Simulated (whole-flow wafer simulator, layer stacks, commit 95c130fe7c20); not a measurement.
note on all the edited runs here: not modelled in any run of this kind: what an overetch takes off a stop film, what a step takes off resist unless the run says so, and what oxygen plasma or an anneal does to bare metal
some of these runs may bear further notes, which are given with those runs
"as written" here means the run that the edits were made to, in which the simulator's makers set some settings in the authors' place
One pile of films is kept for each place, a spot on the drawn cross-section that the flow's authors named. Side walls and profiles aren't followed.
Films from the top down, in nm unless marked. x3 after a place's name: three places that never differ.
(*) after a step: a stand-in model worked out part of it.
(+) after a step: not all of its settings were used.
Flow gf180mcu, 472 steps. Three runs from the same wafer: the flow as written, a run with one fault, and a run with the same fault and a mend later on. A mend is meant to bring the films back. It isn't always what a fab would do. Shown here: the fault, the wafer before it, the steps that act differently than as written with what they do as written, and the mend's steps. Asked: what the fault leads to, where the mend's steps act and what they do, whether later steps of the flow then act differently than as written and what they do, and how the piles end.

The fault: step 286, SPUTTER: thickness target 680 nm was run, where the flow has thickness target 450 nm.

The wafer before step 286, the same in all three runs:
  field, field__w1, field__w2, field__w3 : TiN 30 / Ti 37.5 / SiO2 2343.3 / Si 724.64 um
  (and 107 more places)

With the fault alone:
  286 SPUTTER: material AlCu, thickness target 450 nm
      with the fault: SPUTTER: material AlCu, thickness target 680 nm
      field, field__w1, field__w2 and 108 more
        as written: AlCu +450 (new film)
        with the fault: AlCu +680 (new film)
  Later steps of the flow that act differently than as written:
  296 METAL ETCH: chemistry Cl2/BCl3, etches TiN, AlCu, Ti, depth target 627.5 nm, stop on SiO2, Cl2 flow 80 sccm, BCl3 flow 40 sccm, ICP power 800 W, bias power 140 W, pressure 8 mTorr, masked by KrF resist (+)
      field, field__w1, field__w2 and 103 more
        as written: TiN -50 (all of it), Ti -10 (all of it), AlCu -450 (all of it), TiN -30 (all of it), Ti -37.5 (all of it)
        with the fault: TiN -50 (all of it), Ti -10 (all of it), AlCu -567.5
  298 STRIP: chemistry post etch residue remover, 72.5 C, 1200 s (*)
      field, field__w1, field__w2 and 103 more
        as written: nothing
        with the fault: AlCu -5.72
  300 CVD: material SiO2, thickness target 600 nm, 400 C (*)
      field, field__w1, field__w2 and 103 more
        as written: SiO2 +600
        with the fault: SiO2 +600 (new film)
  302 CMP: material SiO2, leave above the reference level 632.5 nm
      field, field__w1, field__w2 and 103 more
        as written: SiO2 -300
        with the fault: SiO2 -244.3
  At the end the piles differ from the flow's by more than 2% or 0.5 nm, whichever is larger, at field, field__w1, field__w2 and 109 more.
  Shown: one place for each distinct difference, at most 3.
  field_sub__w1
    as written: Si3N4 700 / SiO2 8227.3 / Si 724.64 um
    with the fault: Si3N4 700 / SiO2 5939.7 / AlCu 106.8 / TiN 30 / Ti 37.5 / SiO2 2343.2 / Si 724.64 um
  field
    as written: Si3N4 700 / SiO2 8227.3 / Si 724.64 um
    with the fault: Si3N4 700 / SiO2 5939.7 / AlCu 106.8 / TiN 30 / Ti 37.5 / SiO2 2343.3 / Si 724.64 um
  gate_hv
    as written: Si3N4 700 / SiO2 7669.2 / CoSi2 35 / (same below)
    with the fault: Si3N4 700 / SiO2 5939.7 / AlCu 106.8 / TiN 30 / Ti 37.5 / SiO2 1785.1 / CoSi2 35 / (same below)

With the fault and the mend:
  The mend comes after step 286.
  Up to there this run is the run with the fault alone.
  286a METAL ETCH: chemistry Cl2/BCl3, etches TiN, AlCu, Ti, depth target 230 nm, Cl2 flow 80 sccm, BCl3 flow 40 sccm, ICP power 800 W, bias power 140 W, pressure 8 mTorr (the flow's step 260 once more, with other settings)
      field, field__w1, field__w2 and 108 more
        AlCu -230
  No later step of the flow acts differently than as written at any place that is followed.
  At the end the piles are the same as the flow's at every place that both follow.
